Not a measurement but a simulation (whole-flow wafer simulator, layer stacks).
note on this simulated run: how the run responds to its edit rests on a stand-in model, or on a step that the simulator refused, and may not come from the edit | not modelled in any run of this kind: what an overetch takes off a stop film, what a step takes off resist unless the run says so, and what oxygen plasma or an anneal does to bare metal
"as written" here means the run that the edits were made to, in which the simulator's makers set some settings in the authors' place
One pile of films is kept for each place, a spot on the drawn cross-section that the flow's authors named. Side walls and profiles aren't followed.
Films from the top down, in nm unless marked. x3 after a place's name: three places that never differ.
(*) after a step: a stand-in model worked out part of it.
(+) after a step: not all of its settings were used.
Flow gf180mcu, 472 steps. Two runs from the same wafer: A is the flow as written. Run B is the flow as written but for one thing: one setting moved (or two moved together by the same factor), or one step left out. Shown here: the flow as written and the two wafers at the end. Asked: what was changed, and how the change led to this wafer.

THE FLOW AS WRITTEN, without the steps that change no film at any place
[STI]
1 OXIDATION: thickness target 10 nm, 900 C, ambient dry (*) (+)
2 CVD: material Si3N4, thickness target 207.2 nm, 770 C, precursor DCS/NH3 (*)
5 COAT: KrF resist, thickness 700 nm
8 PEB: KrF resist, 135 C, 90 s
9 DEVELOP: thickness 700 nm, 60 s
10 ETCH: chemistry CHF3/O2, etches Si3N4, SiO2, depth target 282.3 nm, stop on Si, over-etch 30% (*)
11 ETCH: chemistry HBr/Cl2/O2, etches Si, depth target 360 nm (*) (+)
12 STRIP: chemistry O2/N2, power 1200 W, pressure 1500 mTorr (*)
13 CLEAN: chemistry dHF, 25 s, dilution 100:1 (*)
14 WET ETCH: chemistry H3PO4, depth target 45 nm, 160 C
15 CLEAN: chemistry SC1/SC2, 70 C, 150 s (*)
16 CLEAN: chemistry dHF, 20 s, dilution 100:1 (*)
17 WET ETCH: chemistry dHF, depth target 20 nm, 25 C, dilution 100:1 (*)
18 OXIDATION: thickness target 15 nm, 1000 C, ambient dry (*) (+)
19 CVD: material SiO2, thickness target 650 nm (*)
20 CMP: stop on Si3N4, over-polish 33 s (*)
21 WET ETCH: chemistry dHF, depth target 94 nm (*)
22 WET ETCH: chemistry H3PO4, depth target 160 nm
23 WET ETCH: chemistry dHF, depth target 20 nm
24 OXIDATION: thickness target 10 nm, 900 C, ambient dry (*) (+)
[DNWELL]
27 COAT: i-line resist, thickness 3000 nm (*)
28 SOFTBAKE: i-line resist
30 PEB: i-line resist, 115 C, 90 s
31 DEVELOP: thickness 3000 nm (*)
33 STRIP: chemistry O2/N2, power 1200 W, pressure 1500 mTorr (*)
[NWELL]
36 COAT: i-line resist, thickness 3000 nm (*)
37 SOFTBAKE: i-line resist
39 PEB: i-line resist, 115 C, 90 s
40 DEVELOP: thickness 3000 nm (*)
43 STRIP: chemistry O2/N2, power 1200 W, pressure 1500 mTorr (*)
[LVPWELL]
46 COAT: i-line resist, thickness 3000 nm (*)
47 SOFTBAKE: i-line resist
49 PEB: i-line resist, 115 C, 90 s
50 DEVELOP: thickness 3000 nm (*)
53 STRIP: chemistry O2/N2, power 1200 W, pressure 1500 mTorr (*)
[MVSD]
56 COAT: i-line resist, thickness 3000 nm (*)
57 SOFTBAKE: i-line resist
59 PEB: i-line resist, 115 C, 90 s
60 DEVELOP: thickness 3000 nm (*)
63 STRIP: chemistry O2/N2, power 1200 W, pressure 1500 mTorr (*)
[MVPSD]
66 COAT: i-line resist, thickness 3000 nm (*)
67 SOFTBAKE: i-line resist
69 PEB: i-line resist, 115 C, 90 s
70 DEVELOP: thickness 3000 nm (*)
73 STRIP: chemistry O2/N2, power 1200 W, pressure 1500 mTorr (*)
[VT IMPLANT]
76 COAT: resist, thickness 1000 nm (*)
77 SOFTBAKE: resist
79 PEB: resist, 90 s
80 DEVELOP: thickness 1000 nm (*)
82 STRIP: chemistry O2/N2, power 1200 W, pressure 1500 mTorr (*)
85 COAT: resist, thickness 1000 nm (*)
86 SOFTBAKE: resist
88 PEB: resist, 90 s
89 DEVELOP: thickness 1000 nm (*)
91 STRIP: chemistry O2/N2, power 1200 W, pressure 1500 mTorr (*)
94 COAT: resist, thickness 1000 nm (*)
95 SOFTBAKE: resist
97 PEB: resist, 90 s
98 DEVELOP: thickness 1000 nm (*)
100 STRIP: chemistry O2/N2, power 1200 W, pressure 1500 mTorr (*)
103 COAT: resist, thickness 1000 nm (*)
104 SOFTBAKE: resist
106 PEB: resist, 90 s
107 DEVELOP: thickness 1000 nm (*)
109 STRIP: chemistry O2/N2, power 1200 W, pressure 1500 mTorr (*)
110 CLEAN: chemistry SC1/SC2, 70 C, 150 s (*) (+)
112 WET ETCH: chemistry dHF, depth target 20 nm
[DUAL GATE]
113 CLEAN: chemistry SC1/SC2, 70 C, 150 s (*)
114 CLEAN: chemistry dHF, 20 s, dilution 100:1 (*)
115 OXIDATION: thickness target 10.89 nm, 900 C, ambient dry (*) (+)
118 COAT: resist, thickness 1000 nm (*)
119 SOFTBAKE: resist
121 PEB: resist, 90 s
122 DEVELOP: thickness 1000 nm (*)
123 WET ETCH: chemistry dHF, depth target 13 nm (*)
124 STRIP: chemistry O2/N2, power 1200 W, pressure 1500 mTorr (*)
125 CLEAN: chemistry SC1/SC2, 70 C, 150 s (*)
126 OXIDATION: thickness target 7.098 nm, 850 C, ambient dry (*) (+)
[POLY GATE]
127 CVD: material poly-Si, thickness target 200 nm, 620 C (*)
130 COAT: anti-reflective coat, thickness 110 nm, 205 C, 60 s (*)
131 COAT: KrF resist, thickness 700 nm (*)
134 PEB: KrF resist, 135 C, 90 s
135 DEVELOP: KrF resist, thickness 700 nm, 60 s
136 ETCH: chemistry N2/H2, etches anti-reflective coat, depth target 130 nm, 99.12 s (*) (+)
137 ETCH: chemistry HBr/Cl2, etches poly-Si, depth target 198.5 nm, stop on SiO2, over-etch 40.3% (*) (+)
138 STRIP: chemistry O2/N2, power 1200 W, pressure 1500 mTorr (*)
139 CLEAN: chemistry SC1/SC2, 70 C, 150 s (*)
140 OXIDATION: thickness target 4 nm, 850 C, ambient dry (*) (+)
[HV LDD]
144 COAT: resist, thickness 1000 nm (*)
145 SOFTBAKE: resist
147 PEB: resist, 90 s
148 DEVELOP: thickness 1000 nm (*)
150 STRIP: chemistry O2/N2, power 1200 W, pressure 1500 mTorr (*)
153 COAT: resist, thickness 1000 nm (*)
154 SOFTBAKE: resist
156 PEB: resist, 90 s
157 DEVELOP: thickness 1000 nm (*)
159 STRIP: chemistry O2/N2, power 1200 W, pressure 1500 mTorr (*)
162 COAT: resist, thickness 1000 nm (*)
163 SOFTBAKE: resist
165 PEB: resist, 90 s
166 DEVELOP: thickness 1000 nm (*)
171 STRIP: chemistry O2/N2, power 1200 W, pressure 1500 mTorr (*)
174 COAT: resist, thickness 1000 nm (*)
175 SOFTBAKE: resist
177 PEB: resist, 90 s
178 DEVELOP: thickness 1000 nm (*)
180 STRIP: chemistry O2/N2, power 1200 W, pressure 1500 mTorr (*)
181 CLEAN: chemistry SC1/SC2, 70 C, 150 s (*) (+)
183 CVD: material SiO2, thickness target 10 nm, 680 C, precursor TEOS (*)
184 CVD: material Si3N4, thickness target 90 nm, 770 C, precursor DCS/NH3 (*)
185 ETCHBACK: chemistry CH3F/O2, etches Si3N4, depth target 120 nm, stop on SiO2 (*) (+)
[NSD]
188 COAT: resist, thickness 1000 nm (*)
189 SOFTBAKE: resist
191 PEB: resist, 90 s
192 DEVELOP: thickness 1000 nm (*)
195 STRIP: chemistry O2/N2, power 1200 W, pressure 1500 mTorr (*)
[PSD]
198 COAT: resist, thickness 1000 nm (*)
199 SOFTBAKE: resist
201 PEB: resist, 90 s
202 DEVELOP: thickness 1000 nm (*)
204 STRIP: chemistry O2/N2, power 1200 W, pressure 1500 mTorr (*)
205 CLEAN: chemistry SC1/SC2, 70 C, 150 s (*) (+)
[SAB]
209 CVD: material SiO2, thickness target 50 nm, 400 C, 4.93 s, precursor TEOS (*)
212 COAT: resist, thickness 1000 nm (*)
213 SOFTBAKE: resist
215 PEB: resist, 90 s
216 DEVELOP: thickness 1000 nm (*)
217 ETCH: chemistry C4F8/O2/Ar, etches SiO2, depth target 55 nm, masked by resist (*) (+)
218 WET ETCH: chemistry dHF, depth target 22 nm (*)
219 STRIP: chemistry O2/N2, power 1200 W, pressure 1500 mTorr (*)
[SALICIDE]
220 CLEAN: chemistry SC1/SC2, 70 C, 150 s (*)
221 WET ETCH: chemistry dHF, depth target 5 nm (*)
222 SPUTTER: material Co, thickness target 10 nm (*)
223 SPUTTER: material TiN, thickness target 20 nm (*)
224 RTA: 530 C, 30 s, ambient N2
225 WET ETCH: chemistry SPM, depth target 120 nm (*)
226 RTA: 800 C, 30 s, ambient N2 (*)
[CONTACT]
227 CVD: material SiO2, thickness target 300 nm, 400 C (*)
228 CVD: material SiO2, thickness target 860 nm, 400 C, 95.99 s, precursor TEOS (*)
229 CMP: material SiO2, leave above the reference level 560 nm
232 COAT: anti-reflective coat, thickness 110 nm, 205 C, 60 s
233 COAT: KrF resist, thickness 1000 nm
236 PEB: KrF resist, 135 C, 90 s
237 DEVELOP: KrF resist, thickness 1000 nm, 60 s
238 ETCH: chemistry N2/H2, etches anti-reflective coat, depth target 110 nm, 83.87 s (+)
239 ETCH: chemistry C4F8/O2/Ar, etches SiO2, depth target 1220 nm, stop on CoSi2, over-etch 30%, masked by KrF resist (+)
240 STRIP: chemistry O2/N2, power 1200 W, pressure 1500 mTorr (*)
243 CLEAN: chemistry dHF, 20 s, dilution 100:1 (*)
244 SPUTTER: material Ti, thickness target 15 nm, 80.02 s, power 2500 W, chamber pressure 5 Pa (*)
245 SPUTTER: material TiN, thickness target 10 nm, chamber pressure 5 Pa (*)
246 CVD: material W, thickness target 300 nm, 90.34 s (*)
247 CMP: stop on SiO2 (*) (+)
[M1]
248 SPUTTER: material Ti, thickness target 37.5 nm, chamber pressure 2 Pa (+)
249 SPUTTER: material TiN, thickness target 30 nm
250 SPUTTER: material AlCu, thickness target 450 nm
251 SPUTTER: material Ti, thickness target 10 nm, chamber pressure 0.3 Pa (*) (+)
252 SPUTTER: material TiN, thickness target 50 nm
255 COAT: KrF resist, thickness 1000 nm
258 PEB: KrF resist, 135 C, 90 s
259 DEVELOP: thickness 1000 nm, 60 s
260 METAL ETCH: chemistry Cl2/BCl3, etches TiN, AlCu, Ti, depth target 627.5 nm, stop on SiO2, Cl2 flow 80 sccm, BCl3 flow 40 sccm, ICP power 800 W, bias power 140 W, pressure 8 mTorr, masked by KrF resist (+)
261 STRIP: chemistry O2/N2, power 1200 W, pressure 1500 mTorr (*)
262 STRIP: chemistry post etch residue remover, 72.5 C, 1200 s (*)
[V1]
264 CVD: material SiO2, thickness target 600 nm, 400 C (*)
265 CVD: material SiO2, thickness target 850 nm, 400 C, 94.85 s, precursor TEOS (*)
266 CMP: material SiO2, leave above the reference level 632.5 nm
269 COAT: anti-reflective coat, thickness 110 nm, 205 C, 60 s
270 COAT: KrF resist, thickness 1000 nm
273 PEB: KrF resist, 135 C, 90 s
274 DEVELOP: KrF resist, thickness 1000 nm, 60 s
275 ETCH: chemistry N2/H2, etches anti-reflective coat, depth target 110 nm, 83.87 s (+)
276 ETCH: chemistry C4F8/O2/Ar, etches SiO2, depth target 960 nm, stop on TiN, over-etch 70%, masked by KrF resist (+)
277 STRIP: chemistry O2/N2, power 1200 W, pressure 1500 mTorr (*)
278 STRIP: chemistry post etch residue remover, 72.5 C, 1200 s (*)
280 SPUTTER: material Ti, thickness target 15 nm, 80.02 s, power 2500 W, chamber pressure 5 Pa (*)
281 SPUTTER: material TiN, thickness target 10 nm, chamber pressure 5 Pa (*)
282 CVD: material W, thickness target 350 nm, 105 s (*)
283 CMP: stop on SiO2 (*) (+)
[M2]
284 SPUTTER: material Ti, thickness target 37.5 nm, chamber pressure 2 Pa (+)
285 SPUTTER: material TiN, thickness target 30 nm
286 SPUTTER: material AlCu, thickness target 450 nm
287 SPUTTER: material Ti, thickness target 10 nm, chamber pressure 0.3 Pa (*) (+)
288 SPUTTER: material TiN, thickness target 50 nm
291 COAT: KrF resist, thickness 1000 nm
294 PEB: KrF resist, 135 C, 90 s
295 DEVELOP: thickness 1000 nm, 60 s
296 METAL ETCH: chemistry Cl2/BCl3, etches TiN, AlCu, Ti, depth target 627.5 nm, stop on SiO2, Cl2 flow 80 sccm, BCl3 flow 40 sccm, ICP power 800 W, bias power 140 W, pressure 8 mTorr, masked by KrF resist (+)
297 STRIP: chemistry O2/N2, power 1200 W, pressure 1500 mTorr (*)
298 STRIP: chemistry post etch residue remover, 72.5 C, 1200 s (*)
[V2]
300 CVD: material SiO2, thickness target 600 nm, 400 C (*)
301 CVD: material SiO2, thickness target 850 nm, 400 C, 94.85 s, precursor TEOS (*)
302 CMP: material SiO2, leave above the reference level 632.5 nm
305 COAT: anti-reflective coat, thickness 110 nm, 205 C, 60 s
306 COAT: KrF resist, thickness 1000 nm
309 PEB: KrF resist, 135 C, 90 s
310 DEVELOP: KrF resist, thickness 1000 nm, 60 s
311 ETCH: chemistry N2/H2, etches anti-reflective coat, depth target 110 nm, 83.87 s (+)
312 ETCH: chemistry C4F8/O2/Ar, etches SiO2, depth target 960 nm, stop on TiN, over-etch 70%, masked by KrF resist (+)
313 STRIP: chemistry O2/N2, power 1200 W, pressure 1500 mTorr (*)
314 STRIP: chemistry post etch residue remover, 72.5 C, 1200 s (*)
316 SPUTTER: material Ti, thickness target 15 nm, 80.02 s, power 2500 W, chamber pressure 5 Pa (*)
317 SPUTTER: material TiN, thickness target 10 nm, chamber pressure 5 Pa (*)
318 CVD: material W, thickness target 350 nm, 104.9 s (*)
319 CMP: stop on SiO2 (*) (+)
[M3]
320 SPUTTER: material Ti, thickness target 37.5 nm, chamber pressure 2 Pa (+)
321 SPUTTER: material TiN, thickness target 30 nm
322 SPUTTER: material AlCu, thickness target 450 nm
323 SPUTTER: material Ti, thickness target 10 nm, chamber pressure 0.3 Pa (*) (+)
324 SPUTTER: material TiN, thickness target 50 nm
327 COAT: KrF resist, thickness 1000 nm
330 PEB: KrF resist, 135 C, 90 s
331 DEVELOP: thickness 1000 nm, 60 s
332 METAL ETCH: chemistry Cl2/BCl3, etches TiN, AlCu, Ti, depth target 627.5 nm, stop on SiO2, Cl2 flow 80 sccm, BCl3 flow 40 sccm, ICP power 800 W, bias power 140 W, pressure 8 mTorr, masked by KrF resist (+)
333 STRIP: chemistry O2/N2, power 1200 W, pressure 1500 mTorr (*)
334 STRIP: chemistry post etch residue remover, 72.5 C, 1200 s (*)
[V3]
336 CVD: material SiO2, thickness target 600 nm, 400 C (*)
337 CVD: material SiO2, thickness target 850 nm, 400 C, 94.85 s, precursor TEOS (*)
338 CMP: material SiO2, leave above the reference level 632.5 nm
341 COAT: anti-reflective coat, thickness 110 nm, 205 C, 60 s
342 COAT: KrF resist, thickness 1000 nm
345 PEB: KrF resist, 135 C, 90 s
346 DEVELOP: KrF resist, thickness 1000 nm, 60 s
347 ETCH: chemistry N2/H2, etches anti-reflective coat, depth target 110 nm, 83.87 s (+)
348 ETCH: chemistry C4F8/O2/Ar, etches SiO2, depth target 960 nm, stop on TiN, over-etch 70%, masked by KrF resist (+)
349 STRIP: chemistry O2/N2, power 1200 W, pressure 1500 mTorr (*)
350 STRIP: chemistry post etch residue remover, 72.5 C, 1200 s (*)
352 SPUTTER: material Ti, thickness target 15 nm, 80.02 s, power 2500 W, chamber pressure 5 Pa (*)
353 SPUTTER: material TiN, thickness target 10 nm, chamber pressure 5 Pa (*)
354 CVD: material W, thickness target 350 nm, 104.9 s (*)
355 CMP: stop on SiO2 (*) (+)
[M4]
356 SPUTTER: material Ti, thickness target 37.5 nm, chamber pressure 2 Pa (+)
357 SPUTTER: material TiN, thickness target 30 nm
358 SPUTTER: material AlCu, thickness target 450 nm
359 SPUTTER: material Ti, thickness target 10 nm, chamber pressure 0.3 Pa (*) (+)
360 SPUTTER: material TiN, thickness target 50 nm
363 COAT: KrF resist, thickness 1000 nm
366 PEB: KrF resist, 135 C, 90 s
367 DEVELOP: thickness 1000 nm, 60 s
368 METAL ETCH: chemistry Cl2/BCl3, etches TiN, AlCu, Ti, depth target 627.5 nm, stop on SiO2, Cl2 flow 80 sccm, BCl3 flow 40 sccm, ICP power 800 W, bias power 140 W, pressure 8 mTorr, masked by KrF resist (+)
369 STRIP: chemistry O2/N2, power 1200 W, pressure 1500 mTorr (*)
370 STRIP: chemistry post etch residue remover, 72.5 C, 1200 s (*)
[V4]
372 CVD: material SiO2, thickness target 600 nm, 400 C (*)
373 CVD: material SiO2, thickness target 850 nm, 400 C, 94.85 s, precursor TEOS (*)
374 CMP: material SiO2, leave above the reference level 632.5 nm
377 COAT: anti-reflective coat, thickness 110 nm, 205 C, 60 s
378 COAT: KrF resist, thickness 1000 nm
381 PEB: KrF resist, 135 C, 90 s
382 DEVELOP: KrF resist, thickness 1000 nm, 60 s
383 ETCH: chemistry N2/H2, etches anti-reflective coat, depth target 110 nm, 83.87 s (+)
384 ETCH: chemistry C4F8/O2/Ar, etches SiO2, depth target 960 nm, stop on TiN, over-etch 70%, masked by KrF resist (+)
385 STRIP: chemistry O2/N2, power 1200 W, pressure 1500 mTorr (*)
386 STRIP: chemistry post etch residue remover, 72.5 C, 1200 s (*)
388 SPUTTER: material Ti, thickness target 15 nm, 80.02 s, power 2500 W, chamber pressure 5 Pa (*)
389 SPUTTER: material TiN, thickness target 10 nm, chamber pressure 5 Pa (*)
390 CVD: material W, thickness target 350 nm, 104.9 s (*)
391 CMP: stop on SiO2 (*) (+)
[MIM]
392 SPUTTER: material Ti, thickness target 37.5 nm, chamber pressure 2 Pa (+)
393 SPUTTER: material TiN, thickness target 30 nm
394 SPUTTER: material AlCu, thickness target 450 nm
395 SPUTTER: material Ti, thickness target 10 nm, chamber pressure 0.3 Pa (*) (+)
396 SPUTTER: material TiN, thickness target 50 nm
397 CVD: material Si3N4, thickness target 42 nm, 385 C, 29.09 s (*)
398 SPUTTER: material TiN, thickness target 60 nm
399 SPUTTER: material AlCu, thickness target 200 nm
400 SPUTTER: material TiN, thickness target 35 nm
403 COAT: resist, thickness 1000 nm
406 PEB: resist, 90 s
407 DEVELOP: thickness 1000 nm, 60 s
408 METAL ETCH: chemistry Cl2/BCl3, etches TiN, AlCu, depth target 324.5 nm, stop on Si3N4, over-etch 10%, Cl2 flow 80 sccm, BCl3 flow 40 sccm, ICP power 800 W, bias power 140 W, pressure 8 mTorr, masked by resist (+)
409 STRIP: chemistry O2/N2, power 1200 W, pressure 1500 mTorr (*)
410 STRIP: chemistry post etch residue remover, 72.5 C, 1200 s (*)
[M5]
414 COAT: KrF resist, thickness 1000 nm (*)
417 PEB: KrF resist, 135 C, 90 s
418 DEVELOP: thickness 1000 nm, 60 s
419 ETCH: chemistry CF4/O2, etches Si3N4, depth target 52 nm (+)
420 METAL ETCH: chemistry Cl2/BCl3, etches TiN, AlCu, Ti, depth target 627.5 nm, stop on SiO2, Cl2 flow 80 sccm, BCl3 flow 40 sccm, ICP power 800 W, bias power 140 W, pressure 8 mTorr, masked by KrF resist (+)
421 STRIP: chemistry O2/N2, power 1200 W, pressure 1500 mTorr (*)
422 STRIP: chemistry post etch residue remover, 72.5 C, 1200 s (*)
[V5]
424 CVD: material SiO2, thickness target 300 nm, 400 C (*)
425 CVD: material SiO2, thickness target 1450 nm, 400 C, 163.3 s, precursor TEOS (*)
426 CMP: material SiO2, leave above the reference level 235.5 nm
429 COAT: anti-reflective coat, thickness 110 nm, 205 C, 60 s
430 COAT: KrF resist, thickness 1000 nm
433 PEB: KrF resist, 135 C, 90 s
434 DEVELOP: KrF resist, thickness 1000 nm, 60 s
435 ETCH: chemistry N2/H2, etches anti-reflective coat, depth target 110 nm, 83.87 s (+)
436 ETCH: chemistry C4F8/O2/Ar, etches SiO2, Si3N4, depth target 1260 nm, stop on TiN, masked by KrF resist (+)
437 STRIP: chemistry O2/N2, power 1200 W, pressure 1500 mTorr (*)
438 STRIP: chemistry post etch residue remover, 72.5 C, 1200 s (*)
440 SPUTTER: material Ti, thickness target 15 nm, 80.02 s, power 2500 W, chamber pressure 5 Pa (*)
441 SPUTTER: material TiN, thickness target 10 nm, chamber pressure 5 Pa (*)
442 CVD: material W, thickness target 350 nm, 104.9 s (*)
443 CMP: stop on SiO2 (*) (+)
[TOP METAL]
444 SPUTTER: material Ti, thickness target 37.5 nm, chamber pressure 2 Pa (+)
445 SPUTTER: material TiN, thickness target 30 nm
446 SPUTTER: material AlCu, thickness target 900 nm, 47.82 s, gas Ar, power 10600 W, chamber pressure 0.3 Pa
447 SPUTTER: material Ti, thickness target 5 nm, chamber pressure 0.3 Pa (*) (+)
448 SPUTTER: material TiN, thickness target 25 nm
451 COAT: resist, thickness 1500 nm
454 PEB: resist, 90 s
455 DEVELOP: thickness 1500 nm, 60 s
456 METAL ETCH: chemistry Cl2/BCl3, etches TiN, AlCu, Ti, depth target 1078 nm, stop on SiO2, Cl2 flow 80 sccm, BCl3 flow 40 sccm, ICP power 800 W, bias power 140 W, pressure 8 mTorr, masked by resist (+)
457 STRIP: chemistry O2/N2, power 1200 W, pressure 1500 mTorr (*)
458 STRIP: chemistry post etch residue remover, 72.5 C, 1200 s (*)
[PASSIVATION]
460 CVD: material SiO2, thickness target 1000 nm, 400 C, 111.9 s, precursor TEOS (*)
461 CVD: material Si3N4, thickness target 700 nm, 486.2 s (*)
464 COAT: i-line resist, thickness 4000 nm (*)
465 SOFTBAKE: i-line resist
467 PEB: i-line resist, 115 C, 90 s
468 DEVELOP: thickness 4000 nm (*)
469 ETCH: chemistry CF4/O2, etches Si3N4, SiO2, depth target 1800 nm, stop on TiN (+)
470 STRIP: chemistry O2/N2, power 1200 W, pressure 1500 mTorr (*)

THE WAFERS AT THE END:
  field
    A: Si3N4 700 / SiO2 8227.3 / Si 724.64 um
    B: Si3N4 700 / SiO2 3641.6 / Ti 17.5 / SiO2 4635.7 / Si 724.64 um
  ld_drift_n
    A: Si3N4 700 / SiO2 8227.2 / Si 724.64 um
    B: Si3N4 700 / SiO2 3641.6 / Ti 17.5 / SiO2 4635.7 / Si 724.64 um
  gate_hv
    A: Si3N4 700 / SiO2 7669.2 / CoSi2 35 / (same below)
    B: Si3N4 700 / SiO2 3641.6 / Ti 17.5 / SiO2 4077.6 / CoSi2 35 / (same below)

The cause: step 358, SPUTTER: thickness target 517.5 nm was run, where the flow has thickness target 450 nm.

How the change led to this, step by step:
  358 SPUTTER: material AlCu, thickness target 450 nm
      field, field__w1, field__w2 and 108 more: A AlCu +450 (new film) | B AlCu +517.5 (new film)
  368 METAL ETCH: chemistry Cl2/BCl3, etches TiN, AlCu, Ti, depth target 627.5 nm, stop on SiO2, Cl2 flow 80 sccm, BCl3 flow 40 sccm, ICP power 800 W, bias power 140 W, pressure 8 mTorr, masked by KrF resist (+)
      field, field__w1, field__w2 and 103 more: A TiN -50 (all of it), Ti -10 (all of it), AlCu -450 (all of it), TiN -30 (all of it), Ti -37.5 (all of it) | B TiN -50 (all of it), Ti -10 (all of it), AlCu -517.5 (all of it), TiN -30 (all of it), Ti -20
  372 CVD: material SiO2, thickness target 600 nm, 400 C (*)
      field, field__w1, field__w2 and 103 more: A SiO2 +600 | B SiO2 +600 (new film)
  374 CMP: material SiO2, leave above the reference level 632.5 nm
      field, field__w1, field__w2 and 103 more: A SiO2 -300 | B SiO2 -250
Counting metal films that touch as one body, field has 1 body; the flow as written gives 0 bodies.
Counting metal films that touch as one body, ld_drift_n has 1 body; the flow as written gives 0 bodies.
Counting metal films that touch as one body, gate_hv has 2 bodies (between them, from the top down: SiO2 4077.6); the flow as written gives 1 body.
